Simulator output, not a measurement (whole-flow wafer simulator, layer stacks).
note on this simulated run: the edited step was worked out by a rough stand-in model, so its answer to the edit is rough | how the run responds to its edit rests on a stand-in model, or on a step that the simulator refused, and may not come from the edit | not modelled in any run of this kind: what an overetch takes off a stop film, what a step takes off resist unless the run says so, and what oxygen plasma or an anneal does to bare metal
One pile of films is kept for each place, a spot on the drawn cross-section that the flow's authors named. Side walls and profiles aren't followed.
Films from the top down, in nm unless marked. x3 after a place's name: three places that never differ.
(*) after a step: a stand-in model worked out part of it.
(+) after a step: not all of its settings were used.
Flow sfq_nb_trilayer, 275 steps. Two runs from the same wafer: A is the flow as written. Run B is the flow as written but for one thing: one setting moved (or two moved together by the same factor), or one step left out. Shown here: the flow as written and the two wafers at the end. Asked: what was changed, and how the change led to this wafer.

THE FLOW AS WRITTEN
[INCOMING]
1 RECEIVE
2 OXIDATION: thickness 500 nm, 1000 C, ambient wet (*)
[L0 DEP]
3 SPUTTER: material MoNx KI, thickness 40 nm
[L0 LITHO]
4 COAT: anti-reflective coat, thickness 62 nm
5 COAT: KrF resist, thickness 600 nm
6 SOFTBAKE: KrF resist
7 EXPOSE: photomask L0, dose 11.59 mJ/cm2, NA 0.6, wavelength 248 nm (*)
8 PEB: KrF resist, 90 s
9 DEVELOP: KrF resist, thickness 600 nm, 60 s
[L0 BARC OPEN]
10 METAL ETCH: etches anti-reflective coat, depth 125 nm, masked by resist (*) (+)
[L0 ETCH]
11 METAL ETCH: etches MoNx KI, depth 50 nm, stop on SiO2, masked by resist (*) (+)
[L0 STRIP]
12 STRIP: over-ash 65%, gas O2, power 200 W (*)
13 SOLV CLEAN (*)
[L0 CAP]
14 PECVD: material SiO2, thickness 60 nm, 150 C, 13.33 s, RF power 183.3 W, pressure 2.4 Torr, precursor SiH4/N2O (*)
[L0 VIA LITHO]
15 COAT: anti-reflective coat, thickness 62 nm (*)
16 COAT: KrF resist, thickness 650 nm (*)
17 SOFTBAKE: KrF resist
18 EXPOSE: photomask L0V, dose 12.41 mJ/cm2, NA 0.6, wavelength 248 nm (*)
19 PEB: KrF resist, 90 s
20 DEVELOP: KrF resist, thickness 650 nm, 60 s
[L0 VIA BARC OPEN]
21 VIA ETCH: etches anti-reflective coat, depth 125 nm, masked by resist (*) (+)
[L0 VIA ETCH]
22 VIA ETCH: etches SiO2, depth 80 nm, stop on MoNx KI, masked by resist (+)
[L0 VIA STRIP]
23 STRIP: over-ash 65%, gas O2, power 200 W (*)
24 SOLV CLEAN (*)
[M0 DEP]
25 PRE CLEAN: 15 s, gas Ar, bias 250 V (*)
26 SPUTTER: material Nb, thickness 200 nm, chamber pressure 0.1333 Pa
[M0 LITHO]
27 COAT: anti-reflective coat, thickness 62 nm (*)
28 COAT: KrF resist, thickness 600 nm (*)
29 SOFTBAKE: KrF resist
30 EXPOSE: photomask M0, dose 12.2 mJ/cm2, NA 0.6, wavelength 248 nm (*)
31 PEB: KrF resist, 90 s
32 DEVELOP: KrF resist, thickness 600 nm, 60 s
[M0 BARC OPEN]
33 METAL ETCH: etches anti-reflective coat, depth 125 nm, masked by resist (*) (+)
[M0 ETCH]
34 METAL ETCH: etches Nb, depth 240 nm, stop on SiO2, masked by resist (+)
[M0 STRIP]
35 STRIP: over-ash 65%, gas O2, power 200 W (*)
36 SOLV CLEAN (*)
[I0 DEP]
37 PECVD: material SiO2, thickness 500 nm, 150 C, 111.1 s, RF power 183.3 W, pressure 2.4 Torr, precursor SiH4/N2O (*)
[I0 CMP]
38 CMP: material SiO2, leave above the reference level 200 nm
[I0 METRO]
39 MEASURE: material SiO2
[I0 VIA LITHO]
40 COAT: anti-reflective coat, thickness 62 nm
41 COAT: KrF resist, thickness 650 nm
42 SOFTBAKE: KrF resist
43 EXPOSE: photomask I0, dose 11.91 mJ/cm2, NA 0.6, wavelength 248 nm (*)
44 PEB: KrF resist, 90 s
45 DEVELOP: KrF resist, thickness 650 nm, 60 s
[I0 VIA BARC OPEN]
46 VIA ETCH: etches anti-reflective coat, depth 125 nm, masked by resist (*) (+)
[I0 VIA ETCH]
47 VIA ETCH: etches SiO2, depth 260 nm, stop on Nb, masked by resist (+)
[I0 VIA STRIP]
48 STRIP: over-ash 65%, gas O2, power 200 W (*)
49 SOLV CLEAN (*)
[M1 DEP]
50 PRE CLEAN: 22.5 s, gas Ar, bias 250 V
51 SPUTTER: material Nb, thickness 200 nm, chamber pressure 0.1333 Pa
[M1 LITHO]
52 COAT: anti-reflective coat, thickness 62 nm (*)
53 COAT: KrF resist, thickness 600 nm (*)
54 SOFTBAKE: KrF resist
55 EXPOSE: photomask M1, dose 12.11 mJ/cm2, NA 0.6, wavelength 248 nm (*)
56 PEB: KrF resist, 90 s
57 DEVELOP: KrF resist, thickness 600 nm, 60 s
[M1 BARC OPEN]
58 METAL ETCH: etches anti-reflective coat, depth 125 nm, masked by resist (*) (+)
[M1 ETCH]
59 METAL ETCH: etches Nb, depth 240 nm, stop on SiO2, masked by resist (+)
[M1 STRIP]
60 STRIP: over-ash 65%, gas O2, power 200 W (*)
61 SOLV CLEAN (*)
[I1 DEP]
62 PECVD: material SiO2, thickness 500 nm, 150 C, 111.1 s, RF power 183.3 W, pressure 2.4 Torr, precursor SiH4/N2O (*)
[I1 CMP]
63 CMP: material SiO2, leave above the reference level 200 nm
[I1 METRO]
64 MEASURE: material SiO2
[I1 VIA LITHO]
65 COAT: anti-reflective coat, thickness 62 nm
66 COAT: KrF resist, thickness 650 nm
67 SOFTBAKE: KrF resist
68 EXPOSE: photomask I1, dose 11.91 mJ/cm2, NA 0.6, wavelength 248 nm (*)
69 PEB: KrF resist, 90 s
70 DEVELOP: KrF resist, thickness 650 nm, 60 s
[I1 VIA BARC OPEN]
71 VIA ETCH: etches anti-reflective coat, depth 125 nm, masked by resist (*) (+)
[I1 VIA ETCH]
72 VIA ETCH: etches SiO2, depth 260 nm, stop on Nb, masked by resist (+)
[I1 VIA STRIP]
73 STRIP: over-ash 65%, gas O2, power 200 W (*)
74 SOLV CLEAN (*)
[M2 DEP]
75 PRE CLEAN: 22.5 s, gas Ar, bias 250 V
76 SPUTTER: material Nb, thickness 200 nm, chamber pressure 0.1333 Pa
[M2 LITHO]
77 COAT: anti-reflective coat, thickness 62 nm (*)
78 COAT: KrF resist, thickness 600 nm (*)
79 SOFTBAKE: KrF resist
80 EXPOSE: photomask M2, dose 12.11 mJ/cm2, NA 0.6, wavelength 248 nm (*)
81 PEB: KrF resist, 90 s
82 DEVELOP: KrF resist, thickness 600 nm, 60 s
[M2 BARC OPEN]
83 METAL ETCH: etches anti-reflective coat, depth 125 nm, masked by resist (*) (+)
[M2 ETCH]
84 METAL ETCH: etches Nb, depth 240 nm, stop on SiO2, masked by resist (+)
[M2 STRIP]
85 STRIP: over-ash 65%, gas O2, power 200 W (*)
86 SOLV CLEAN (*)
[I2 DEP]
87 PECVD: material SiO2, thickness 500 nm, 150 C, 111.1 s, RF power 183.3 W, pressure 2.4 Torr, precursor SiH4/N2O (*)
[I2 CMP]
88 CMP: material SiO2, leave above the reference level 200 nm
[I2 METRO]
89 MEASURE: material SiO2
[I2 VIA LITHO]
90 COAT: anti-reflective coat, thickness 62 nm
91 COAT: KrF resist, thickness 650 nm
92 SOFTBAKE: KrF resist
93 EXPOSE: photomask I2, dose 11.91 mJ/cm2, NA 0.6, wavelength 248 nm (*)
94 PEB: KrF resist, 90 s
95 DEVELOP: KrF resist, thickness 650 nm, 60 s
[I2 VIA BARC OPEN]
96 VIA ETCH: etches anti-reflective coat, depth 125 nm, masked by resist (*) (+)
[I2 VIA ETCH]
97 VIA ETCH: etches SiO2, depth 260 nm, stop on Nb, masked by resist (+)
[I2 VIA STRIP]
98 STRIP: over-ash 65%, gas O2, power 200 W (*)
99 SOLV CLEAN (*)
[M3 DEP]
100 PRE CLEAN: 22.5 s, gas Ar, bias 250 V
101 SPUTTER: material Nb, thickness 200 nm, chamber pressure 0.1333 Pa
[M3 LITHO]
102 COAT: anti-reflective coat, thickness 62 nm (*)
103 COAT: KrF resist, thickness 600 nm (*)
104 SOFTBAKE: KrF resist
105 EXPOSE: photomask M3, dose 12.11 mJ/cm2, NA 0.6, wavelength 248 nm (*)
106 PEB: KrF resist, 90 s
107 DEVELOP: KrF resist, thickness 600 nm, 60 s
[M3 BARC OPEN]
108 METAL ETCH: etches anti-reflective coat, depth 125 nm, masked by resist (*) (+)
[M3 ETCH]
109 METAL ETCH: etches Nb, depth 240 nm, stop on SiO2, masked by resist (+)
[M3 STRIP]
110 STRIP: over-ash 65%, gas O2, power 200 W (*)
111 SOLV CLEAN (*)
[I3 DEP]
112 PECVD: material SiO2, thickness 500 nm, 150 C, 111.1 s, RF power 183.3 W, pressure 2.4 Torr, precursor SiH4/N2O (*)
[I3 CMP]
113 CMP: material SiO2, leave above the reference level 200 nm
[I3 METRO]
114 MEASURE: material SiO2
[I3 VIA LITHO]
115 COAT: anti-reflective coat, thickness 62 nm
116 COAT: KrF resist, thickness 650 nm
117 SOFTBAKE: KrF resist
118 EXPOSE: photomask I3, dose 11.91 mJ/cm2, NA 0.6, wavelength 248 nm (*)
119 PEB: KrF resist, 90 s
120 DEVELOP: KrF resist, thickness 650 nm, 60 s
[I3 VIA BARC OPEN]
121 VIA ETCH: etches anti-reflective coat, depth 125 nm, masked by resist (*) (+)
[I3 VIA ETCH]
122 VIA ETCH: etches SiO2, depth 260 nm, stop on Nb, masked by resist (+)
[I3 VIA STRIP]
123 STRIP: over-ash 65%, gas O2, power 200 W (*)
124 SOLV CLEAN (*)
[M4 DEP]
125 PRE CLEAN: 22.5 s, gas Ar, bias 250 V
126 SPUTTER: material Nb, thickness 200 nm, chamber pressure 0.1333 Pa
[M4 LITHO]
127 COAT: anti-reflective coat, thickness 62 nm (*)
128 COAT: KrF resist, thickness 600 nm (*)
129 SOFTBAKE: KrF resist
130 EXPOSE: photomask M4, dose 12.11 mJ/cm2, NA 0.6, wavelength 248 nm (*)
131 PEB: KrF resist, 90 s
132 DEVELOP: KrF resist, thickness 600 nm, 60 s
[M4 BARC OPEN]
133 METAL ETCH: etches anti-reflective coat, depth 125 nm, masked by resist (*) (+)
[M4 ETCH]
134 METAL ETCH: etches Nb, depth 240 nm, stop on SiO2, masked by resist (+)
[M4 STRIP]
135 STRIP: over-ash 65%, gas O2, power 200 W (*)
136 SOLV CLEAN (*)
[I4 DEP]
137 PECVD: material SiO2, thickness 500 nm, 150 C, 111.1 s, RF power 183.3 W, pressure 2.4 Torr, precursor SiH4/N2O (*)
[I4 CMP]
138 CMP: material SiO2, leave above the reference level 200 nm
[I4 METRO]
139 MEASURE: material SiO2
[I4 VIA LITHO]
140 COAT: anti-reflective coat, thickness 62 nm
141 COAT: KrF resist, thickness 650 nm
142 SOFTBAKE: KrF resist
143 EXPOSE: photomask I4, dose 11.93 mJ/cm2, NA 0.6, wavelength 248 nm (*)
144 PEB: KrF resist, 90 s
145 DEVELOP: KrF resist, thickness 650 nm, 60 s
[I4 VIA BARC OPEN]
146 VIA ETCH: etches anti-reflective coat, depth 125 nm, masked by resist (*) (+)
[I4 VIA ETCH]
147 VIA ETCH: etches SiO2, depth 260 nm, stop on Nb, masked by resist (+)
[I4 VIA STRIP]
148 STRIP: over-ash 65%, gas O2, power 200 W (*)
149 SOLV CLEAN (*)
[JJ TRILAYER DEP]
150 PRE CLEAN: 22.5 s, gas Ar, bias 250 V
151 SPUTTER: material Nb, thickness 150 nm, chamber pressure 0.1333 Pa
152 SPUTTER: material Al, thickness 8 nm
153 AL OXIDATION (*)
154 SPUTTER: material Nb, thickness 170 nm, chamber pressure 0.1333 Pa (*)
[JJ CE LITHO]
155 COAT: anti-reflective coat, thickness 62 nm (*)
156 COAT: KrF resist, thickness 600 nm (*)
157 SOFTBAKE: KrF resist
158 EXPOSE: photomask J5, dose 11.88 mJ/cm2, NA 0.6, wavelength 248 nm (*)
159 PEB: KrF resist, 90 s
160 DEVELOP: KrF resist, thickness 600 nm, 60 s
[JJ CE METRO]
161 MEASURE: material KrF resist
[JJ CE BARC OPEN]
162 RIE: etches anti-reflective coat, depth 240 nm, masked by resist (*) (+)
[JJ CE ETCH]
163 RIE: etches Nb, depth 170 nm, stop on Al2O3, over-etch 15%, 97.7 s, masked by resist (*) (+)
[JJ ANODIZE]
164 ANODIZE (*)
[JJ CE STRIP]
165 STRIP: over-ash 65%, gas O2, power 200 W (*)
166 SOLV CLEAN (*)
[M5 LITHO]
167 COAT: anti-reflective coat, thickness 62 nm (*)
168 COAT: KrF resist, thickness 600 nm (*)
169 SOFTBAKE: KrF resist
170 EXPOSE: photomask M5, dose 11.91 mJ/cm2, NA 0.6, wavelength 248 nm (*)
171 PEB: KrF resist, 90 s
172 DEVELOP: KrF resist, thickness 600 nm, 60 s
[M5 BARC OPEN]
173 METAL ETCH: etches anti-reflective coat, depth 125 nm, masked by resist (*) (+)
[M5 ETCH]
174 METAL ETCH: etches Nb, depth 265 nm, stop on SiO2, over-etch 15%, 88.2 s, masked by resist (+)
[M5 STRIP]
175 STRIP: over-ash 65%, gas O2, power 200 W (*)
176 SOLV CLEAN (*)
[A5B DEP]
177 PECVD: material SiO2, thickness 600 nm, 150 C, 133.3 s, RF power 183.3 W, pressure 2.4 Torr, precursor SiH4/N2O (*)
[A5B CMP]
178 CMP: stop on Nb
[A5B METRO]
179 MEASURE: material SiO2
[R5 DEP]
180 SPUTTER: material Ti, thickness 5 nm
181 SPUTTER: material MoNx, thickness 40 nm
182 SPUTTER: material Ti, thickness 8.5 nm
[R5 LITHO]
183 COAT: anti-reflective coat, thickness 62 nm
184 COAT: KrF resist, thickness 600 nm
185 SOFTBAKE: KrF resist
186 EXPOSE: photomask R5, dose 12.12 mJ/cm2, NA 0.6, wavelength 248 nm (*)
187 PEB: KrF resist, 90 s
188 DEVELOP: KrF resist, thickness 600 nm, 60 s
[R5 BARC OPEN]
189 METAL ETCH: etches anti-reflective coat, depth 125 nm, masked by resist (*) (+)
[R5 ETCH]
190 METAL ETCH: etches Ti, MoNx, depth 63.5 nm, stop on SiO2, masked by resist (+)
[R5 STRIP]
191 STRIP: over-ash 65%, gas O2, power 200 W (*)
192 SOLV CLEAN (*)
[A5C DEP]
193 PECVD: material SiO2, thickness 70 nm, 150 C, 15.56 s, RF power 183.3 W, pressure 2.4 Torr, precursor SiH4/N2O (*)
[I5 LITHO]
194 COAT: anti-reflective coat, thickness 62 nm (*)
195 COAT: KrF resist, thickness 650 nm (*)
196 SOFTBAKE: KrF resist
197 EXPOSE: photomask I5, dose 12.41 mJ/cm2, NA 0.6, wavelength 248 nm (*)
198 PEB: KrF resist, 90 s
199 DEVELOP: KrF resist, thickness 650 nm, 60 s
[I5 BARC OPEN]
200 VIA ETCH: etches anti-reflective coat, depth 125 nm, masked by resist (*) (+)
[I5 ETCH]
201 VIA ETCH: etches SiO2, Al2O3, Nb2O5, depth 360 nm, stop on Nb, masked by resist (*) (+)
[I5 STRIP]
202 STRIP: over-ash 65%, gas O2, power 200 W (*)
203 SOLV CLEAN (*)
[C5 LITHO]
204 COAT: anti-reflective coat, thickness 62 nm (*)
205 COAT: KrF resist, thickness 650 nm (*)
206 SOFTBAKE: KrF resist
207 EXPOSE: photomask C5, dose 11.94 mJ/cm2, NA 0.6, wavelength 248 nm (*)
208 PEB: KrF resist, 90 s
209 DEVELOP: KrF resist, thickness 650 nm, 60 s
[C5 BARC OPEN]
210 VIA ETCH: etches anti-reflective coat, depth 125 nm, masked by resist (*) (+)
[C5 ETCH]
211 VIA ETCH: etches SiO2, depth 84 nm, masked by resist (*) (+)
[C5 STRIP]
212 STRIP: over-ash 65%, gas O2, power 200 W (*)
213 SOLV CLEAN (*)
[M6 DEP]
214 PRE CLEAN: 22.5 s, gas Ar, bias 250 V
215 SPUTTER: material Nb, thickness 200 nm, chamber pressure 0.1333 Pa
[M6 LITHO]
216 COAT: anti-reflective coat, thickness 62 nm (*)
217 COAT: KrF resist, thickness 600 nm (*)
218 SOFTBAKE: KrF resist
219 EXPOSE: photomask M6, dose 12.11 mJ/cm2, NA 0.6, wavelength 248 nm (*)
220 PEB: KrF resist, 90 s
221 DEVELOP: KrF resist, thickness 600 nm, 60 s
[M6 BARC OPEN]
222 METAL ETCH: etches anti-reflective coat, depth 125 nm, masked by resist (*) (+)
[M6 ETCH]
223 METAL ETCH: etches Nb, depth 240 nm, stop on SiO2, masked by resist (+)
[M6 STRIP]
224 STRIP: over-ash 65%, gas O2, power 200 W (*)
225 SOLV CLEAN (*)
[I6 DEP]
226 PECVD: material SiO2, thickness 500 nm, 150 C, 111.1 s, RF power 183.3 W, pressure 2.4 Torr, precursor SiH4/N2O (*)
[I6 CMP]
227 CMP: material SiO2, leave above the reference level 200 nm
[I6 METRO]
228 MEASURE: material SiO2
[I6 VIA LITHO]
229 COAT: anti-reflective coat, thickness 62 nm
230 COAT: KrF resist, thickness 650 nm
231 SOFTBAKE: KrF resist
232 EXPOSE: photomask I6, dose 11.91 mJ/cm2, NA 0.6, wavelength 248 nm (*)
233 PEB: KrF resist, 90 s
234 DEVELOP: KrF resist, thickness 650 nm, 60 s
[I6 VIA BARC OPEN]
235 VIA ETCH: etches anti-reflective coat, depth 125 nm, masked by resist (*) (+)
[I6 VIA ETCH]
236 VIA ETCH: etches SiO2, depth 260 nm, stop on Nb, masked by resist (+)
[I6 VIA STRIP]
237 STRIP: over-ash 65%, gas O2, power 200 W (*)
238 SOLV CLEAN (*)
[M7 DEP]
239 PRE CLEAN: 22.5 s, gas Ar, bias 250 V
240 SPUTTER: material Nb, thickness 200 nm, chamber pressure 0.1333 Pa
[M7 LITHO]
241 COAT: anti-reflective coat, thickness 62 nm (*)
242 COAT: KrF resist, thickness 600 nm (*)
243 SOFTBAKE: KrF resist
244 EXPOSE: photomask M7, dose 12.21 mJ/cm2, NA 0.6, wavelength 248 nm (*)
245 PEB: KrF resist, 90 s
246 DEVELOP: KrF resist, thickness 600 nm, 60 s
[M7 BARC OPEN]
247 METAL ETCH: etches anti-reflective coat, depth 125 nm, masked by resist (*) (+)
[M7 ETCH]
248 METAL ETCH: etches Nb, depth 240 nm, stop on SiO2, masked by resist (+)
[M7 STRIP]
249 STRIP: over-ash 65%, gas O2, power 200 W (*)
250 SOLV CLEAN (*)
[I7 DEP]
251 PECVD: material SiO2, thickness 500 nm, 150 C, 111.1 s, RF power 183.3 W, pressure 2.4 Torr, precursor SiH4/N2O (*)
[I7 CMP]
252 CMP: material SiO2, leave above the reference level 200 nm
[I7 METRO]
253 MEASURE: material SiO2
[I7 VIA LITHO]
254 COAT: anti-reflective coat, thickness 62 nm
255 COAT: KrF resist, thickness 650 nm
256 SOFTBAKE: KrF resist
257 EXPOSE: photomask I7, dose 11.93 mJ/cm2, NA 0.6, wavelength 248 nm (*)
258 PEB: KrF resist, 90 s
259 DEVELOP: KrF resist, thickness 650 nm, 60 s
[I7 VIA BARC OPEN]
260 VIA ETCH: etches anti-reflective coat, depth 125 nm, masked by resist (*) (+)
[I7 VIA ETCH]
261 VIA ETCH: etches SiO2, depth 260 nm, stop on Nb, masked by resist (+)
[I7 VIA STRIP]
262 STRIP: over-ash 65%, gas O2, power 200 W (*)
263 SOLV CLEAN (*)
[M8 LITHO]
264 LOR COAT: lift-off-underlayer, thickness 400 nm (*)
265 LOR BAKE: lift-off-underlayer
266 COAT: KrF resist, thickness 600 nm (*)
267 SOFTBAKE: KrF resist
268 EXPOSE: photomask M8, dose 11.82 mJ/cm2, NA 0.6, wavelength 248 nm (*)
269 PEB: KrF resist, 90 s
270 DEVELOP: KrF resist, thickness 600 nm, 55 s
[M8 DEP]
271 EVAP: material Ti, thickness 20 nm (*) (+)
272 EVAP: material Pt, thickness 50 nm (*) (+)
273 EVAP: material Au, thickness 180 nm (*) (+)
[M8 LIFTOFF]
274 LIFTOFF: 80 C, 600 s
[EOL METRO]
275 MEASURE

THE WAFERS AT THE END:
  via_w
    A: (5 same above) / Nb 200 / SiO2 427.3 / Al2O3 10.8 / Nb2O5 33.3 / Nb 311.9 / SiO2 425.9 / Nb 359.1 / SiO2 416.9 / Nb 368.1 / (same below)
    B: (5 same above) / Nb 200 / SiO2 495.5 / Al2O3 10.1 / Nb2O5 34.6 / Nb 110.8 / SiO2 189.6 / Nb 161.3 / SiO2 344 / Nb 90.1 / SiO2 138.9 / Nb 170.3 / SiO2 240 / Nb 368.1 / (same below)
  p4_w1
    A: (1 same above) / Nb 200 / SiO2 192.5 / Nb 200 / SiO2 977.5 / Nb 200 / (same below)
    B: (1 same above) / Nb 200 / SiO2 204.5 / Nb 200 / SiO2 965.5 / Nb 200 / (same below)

The cause: step 62, PECVD: thickness 288 nm was run, where the flow has thickness 500 nm; step 62, PECVD: 63.89 s was run, where the flow has 111.1 s.

How the change led to this, step by step:
  62 PECVD: material SiO2, thickness 500 nm, 150 C, 111.1 s, RF power 183.3 W, pressure 2.4 Torr, precursor SiH4/N2O (*)
      field_l, be, be_sur and 72 more: A SiO2 +500 | B SiO2 +288
      v_sur, via_wl, via_wr and 20 more: A SiO2 +500 (new film) | B SiO2 +288 (new film)
      (and at 8 more places)
  63 CMP: material SiO2, leave above the reference level 200 nm
      field_l, be, be_sur and 72 more: A SiO2 -100 | B nothing
      lsp_m, ln_m6, lsp_r, l0_sur, l0v: A SiO2 -94.9 | B nothing
      (and at 26 more places)
  65 COAT: anti-reflective coat, thickness 62 nm
      p3_l3, p3_s3, p3_l4 and 8 more: A anti-reflective coat +62 (new film) | B anti-reflective coat +63.3 (new film)
      sp_r, be_r, r_sur, res, moat, lsp_r, p3_s2, p3_s5: A anti-reflective coat +62 (new film) | B anti-reflective coat +63.4 (new film)
      (and at 74 more places)
  66 COAT: KrF resist, thickness 650 nm
      m0r_line_l, m0r_line_r, m6r_line_l, m6r_line_r, m7r_line_l, m7r_line_r: A KrF resist +650 (new film) | B KrF resist +672 (new film)
      m0r_space_l, m0r_space_r, m6r_space_l, m6r_space_r, m7r_space_l, m7r_space_r: A KrF resist +650 (new film) | B KrF resist +663.6 (new film)
      (and at 40 more places)
  70 DEVELOP: KrF resist, thickness 650 nm, 60 s
      via_v: A KrF resist -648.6 (all of it) | B KrF resist -608.5 (all of it)
  71 VIA ETCH: etches anti-reflective coat, depth 125 nm, masked by resist (*) (+)
      field_l, v_sur, via_wl and 102 more: A KrF resist -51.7 | B KrF resist -44.2
      via_v: A anti-reflective coat -62 (all of it), SiO2 -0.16 | B anti-reflective coat -53.1 (all of it), SiO2 -0.13
  73 STRIP: over-ash 65%, gas O2, power 200 W (*)
      m0r_line_l, m0r_line_r, m6r_line_l, m6r_line_r, m7r_line_l, m7r_line_r: A KrF resist -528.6 (all of it), anti-reflective coat -62 (all of it) | B KrF resist -558 (all of it), anti-reflective coat -63.3 (all of it)
      m0r_space_l, m0r_space_r, m6r_space_l, m6r_space_r, m7r_space_l, m7r_space_r: A KrF resist -528.6 (all of it), anti-reflective coat -62 (all of it) | B KrF resist -549.6 (all of it), anti-reflective coat -76.7 (all of it)
      (and at 87 more places)
  76 SPUTTER: material Nb, thickness 200 nm, chamber pressure 0.1333 Pa
      be, lsp_l: A Nb +200 (new film) | B Nb +189.8 (new film)
      via_w: A Nb +200 (new film) | B Nb +170.3 (new film)
  77 COAT: anti-reflective coat, thickness 62 nm (*)
      m0r_line_l, m0r_line_r, m6r_line_l, m6r_line_r, m7r_line_l, m7r_line_r: A anti-reflective coat +62 (new film) | B anti-reflective coat +63.5 (new film)
      m0r_space_l, m0r_space_r, m6r_space_l, m6r_space_r, m7r_space_l, m7r_space_r: A anti-reflective coat +62 (new film) | B anti-reflective coat +74.2 (new film)
      (and at 76 more places)
  78 COAT: KrF resist, thickness 600 nm (*)
      m0r_line_l, m0r_line_r, m6r_line_l, m6r_line_r, m7r_line_l, m7r_line_r: A KrF resist +600 (new film) | B KrF resist +619.6 (new film)
      m0r_space_l, m0r_space_r, m6r_space_l, m6r_space_r, m7r_space_l, m7r_space_r: A KrF resist +600 (new film) | B KrF resist +614.1 (new film)
      (and at 39 more places)
  82 DEVELOP: KrF resist, thickness 600 nm, 60 s
      m0r_line_l, m0r_line_r, m6r_line_l, m6r_line_r, m7r_line_l, m7r_line_r: A KrF resist -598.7 (all of it) | B KrF resist -618.3 (all of it)
      m0r_space_l, m0r_space_r, m6r_space_l, m6r_space_r, m7r_space_l, m7r_space_r: A KrF resist -598.7 (all of it) | B KrF resist -612.8 (all of it)
      (and at 24 more places)
  83 METAL ETCH: etches anti-reflective coat, depth 125 nm, masked by resist (*) (+)
      v_sur, via_wl, via_w and 19 more: A KrF resist -51.7 | B KrF resist -65.6
      m0r_line_l, m0r_line_r, m6r_line_l, m6r_line_r, m7r_line_l, m7r_line_r: A anti-reflective coat -62 (all of it) | B anti-reflective coat -63.5 (all of it)
      (and at 60 more places)
  84 METAL ETCH: etches Nb, depth 240 nm, stop on SiO2, masked by resist (+)
      be, lsp_l: A Nb -200 (all of it) | B Nb -189.8 (all of it)
  85 STRIP: over-ash 65%, gas O2, power 200 W (*)
      wl_a_sr, wl_b_m5: A KrF resist -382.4 (all of it), anti-reflective coat -62 (all of it) | B KrF resist -358.2 (all of it), anti-reflective coat -59.6 (all of it)
      v_sur: A KrF resist -380 (all of it), anti-reflective coat -61.4 (all of it) | B KrF resist -311.1 (all of it), anti-reflective coat -44.3 (all of it)
      (and at 19 more places)
  87 PECVD: material SiO2, thickness 500 nm, 150 C, 111.1 s, RF power 183.3 W, pressure 2.4 Torr, precursor SiH4/N2O (*)
      via_w: A SiO2 +500 (new film) | B SiO2 +563.6 (new film)
  88 CMP: material SiO2, leave above the reference level 200 nm
      field_l, be, be_sur and 79 more: A SiO2 -100 | B nothing
      via_w: A SiO2 -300 | B SiO2 -157.1
  ... 36 more steps ...
  178 CMP: stop on Nb
      via_w: A SiO2 -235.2 | B SiO2 -226.5
Counting metal films that touch as one body, via_w has 7 bodies (between them, from the top down: SiO2 192.5; SiO2 495.5 / Al2O3 10.1 / Nb2O5 34.6; SiO2 189.6; SiO2 344; SiO2 138.9; SiO2 240); the flow as written gives 5 bodies (between them, from the top down: SiO2 192.5; SiO2 427.3 / Al2O3 10.8 / Nb2O5 33.3; SiO2 425.9; SiO2 416.9).
